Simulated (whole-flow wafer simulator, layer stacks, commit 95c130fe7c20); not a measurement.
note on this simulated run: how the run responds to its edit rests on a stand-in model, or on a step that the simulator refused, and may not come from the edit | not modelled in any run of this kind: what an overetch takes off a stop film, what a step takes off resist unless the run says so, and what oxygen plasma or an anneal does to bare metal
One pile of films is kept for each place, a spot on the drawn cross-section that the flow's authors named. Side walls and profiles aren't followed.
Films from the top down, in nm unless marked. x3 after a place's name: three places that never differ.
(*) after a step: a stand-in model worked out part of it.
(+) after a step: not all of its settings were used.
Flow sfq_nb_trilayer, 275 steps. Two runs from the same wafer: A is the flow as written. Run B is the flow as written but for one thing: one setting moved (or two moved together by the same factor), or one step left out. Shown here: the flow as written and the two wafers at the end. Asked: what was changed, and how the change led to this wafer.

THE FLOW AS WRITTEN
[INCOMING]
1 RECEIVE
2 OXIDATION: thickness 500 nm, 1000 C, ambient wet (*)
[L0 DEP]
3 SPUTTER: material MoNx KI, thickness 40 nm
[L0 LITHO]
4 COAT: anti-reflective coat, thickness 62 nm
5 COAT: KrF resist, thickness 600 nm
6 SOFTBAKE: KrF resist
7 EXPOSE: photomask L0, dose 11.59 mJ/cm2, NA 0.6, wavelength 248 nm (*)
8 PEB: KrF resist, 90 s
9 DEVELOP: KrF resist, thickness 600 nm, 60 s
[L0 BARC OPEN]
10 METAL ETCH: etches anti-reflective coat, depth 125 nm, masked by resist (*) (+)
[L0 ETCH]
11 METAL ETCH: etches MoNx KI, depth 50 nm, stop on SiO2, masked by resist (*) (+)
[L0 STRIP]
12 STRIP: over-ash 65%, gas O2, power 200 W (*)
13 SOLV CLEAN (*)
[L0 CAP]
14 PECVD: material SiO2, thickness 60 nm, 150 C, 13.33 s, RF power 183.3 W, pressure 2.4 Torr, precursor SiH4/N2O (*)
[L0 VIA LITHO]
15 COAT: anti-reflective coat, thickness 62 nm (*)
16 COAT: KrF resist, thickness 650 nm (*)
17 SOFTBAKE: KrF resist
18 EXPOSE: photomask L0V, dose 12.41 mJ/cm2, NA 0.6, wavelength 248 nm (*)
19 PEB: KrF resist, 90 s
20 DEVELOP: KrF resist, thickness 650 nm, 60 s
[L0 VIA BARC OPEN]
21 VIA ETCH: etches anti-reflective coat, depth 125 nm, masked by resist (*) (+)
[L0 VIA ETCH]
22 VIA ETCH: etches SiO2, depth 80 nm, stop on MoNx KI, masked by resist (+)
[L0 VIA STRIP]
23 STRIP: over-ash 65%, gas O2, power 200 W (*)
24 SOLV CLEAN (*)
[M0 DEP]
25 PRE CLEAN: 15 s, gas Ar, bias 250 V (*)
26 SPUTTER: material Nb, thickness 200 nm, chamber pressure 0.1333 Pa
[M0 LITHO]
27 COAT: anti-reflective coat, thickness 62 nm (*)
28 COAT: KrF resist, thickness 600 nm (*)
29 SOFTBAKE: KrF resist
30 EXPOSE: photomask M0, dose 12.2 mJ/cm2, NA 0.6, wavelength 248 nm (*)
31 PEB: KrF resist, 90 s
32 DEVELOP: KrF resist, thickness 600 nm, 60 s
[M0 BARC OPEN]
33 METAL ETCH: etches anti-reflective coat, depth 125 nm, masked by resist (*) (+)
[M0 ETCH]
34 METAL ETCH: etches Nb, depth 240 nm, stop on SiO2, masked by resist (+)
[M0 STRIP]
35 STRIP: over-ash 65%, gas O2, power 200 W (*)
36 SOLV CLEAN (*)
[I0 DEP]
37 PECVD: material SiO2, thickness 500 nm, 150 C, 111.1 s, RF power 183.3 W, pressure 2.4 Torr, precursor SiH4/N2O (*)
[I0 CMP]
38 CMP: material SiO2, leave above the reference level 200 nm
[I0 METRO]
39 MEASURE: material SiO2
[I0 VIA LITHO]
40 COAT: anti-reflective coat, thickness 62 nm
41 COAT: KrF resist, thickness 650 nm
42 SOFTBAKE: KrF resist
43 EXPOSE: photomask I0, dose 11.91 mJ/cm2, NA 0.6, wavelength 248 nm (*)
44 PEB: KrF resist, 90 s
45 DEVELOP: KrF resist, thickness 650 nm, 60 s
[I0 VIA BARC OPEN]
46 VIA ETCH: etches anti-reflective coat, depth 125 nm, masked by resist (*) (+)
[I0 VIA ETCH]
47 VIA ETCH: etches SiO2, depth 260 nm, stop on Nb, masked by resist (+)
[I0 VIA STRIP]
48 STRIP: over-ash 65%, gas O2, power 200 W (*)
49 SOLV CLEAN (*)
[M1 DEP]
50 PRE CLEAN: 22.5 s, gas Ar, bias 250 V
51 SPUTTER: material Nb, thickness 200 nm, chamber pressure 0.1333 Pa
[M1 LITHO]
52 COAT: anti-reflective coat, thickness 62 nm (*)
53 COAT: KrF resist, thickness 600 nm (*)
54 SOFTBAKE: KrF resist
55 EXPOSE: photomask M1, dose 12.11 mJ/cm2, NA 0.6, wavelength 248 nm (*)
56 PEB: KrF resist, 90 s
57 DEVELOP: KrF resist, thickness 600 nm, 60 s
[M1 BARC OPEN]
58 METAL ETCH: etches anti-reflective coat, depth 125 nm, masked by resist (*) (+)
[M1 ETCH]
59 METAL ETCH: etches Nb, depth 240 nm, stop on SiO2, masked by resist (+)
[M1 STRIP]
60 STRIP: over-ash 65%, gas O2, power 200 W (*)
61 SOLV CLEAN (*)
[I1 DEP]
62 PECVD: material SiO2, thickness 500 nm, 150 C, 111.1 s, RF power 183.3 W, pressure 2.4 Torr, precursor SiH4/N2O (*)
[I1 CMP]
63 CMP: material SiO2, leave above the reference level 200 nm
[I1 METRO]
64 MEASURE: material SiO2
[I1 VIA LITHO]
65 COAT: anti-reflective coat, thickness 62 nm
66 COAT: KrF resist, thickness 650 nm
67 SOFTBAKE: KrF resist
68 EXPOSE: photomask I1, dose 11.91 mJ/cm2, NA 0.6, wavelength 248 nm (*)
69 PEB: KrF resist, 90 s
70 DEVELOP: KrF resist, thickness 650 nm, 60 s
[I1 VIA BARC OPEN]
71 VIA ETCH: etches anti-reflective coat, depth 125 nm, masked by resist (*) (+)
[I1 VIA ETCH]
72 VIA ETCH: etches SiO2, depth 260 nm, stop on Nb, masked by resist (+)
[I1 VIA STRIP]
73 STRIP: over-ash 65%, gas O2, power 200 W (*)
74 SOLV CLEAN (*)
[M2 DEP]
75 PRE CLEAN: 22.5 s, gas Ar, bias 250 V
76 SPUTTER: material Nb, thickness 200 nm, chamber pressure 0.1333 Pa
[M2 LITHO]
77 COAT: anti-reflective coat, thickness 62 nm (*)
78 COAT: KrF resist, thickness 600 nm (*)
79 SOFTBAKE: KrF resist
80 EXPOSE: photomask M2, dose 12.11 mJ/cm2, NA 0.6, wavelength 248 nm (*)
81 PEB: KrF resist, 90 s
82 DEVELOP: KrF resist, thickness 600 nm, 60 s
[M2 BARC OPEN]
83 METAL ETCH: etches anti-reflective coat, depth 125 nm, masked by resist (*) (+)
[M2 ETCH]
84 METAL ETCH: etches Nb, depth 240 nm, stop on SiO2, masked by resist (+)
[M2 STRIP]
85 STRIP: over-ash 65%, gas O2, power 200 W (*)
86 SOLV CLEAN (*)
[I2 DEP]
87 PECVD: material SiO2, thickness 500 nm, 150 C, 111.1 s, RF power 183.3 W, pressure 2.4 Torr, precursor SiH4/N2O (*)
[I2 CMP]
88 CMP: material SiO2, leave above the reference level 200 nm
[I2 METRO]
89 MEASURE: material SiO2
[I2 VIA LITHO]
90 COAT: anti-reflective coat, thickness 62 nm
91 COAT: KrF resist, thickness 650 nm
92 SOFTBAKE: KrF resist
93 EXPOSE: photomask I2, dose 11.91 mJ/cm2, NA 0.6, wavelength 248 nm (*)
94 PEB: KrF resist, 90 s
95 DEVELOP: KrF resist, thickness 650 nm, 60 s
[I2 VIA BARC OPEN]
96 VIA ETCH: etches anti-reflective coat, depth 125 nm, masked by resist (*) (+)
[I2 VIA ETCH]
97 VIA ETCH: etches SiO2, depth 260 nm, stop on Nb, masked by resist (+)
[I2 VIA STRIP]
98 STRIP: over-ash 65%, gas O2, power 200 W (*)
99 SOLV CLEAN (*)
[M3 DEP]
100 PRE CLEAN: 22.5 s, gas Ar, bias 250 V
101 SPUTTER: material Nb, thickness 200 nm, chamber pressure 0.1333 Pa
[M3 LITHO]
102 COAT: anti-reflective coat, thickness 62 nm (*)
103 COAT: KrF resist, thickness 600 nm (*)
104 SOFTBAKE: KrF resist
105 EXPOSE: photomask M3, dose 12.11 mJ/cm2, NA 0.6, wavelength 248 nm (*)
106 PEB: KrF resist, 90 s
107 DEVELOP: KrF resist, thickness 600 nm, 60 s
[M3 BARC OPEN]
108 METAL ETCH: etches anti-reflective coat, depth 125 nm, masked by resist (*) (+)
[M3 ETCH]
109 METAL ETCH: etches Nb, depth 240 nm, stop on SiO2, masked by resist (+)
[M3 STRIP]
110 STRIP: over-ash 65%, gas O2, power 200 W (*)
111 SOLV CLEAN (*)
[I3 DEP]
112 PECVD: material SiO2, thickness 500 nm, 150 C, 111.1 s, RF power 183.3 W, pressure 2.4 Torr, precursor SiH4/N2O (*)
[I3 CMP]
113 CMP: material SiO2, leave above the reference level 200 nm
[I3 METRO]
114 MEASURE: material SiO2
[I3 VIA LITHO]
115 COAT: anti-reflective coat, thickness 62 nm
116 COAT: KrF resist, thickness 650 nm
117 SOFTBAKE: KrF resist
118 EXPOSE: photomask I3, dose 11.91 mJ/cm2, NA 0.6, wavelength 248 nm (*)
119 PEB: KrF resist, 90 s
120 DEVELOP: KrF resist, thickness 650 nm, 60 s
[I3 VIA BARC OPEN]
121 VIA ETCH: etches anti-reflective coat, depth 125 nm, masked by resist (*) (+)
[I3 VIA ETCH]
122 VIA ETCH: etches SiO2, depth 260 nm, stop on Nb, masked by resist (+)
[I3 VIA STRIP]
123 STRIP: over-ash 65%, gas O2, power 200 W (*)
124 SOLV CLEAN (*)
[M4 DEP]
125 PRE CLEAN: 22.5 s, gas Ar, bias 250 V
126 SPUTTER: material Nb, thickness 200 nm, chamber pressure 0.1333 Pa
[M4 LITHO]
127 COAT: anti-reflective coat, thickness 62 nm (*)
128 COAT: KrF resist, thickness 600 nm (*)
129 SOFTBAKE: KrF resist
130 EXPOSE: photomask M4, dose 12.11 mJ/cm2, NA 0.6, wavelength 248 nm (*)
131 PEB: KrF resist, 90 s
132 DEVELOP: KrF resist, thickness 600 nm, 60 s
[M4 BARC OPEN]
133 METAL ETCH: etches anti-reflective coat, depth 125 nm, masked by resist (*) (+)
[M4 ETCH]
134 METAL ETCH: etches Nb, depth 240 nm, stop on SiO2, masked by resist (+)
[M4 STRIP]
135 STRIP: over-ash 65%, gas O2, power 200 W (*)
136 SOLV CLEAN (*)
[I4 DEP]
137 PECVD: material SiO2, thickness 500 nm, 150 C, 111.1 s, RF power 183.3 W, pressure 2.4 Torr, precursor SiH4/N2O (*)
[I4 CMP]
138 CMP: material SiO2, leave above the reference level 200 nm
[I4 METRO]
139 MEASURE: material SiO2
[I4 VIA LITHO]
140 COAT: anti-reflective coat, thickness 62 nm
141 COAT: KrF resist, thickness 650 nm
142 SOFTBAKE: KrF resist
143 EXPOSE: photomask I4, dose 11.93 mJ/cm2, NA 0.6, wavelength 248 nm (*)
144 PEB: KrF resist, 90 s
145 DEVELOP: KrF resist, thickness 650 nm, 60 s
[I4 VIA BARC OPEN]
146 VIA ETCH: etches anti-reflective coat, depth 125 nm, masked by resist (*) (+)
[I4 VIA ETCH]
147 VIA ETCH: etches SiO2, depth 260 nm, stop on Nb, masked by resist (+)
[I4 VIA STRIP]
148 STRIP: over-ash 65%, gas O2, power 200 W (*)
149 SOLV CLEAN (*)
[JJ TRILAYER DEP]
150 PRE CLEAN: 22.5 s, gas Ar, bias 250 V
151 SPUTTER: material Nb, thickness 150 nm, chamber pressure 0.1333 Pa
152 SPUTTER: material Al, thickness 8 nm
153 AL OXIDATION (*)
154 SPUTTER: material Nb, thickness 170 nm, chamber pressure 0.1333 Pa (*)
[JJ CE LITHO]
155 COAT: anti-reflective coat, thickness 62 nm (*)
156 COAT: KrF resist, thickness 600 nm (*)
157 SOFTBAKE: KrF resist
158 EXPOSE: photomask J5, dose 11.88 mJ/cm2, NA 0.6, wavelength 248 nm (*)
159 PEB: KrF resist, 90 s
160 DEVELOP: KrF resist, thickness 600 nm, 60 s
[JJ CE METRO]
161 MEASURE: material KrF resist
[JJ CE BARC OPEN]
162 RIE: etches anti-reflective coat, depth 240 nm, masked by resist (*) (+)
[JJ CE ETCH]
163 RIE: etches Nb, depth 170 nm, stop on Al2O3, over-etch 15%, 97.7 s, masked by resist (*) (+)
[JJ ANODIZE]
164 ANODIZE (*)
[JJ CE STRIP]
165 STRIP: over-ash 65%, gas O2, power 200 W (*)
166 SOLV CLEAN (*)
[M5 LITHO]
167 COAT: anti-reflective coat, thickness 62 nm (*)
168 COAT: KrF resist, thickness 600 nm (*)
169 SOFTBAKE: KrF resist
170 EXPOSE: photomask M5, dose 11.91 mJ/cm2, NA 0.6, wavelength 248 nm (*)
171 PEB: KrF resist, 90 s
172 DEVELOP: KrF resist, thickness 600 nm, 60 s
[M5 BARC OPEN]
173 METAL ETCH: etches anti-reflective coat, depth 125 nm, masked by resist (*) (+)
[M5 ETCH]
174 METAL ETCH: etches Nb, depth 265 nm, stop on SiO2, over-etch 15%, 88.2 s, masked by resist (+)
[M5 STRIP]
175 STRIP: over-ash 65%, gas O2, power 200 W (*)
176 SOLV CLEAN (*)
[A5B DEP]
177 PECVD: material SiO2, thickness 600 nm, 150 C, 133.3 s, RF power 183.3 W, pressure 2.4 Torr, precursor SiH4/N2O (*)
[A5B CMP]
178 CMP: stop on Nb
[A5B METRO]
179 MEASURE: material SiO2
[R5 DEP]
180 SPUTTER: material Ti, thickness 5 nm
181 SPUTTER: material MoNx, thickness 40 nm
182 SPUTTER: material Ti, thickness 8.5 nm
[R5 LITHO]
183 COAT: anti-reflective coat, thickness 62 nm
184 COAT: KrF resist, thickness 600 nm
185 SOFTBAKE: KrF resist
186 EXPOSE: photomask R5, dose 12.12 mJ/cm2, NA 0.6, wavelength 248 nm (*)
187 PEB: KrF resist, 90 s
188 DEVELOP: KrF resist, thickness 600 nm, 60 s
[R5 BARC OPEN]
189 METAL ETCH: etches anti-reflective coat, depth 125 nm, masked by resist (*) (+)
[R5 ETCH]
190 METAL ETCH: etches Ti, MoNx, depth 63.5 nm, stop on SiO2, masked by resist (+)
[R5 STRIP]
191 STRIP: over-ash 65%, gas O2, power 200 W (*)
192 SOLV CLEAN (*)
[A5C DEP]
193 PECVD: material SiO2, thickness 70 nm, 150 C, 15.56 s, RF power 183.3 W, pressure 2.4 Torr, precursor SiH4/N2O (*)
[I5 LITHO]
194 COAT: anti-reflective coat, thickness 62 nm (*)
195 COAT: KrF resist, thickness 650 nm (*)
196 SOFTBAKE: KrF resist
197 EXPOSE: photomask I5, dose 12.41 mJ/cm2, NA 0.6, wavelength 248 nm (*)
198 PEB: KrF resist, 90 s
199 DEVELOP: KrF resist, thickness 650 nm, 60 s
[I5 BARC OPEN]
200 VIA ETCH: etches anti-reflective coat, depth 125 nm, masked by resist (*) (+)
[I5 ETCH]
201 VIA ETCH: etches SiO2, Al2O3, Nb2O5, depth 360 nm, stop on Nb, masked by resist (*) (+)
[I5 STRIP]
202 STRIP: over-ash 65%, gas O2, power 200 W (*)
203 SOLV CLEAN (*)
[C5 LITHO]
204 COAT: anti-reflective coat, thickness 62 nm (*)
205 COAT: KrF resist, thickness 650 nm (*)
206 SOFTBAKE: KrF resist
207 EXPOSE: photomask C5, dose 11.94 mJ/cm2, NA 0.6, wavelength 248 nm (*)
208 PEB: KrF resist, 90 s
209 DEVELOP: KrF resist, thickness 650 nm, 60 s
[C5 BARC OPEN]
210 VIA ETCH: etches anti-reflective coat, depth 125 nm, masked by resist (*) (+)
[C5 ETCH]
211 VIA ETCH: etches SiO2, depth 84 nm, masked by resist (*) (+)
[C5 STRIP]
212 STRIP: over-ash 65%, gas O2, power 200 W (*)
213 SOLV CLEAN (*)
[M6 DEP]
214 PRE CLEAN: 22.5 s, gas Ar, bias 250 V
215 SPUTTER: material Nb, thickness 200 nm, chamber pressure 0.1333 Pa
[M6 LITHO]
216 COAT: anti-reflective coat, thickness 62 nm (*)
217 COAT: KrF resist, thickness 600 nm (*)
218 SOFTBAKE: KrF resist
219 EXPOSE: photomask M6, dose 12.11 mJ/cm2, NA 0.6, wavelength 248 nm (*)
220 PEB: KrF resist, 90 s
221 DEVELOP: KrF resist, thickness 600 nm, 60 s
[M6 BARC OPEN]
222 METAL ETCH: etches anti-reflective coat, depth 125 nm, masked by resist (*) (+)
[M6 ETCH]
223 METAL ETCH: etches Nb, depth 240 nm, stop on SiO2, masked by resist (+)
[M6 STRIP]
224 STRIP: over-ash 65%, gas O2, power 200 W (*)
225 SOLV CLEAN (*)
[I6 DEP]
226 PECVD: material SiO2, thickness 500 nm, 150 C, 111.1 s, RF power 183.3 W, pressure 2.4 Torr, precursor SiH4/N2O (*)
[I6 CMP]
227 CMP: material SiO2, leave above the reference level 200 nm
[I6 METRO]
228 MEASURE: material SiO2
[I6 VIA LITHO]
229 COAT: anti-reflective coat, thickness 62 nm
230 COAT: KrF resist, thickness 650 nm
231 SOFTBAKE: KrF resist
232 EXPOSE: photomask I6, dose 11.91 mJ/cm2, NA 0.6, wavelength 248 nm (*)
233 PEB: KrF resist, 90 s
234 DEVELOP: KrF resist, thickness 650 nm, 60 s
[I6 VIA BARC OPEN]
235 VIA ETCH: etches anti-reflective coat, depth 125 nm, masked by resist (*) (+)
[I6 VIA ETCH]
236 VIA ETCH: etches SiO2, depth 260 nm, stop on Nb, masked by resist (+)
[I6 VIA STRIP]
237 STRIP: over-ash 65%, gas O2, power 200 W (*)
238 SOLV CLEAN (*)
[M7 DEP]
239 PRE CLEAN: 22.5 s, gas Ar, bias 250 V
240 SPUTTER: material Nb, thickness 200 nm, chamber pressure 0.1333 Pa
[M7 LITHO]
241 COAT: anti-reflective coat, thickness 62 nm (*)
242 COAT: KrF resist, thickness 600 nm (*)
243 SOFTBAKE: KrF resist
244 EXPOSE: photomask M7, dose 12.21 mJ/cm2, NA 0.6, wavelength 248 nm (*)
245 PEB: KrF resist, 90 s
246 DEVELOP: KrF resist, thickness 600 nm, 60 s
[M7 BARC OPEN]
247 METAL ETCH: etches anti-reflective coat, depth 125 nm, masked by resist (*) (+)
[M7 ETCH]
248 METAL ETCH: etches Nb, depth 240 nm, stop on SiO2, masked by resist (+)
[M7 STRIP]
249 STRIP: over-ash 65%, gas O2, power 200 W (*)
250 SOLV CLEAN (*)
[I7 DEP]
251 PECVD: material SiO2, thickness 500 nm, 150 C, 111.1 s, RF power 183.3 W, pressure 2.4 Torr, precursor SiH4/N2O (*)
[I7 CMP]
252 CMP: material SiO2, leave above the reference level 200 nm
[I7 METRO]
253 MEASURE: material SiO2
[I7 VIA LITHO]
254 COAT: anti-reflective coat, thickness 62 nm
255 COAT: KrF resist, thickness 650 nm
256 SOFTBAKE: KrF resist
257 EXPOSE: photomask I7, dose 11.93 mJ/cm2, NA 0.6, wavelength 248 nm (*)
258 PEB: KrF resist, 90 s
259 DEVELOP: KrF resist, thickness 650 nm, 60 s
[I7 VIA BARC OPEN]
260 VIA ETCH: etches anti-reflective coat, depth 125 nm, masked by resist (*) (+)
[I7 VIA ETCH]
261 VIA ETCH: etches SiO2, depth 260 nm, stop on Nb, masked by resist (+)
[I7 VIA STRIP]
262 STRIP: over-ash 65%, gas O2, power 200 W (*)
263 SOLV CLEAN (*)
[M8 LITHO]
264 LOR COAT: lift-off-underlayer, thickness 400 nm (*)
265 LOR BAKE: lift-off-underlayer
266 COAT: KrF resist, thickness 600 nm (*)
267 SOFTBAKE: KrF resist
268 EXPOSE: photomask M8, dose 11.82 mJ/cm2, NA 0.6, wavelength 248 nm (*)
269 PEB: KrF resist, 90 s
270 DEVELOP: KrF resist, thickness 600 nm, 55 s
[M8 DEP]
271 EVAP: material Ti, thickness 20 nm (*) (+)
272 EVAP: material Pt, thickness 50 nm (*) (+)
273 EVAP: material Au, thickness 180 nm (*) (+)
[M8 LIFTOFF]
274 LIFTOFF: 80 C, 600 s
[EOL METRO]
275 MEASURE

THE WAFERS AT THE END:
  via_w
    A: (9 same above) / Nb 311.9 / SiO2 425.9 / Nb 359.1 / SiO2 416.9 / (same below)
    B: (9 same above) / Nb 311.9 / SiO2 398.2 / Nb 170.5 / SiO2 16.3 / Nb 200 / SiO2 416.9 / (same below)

The cause: step 97, VIA ETCH: depth 176 nm was run, where the flow has depth 260 nm.

How the change led to this, step by step:
  97 VIA ETCH: etches SiO2, depth 260 nm, stop on Nb, masked by resist (+)
      via_w: A SiO2 -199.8 (all of it) | B SiO2 -176
      field_l, v_sur, via_wl and 102 more: A KrF resist -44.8 | B KrF resist -30.3
  98 STRIP: over-ash 65%, gas O2, power 200 W (*)
      field_l, v_sur, via_wl and 102 more: A KrF resist -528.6 (all of it), anti-reflective coat -62 (all of it) | B KrF resist -543.1 (all of it), anti-reflective coat -62 (all of it)
  100 PRE CLEAN: 22.5 s, gas Ar, bias 250 V
      via_w: A Nb -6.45 | B SiO2 -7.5
  101 SPUTTER: material Nb, thickness 200 nm, chamber pressure 0.1333 Pa
      via_w: A Nb +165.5 | B Nb +170.5 (new film)
  102 COAT: anti-reflective coat, thickness 62 nm (*)
      via_wl, via_wr: A anti-reflective coat +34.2 (new film) | B anti-reflective coat +26.6 (new film)
      v_sur: A anti-reflective coat +61.1 (new film) | B anti-reflective coat +58.5 (new film)
      (and at 1 more place)
  103 COAT: KrF resist, thickness 600 nm (*)
      via_w: A KrF resist +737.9 (new film) | B KrF resist +722.1 (new film)
  110 STRIP: over-ash 65%, gas O2, power 200 W (*)
      v_sur: A KrF resist -365.3 (all of it), anti-reflective coat -61.1 (all of it) | B KrF resist -367.7 (all of it), anti-reflective coat -58.5 (all of it)
      via_wl: A KrF resist -384.2 (all of it), anti-reflective coat -34.2 (all of it) | B KrF resist -392 (all of it), anti-reflective coat -26.6 (all of it)
      (and at 2 more places)
  112 PECVD: material SiO2, thickness 500 nm, 150 C, 111.1 s, RF power 183.3 W, pressure 2.4 Torr, precursor SiH4/N2O (*)
      via_w: A SiO2 +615 (new film) | B SiO2 +562.7 (new film)
  113 CMP: material SiO2, leave above the reference level 200 nm
      via_w: A SiO2 -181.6 | B SiO2 -157.1
Counting metal films that touch as one body, via_w has 6 bodies (between them, from the top down: SiO2 192.5; SiO2 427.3 / Al2O3 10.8 / Nb2O5 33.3; SiO2 398.2; SiO2 16.3; SiO2 416.9); the flow as written gives 5 bodies (between them, from the top down: SiO2 192.5; SiO2 427.3 / Al2O3 10.8 / Nb2O5 33.3; SiO2 425.9; SiO2 416.9).
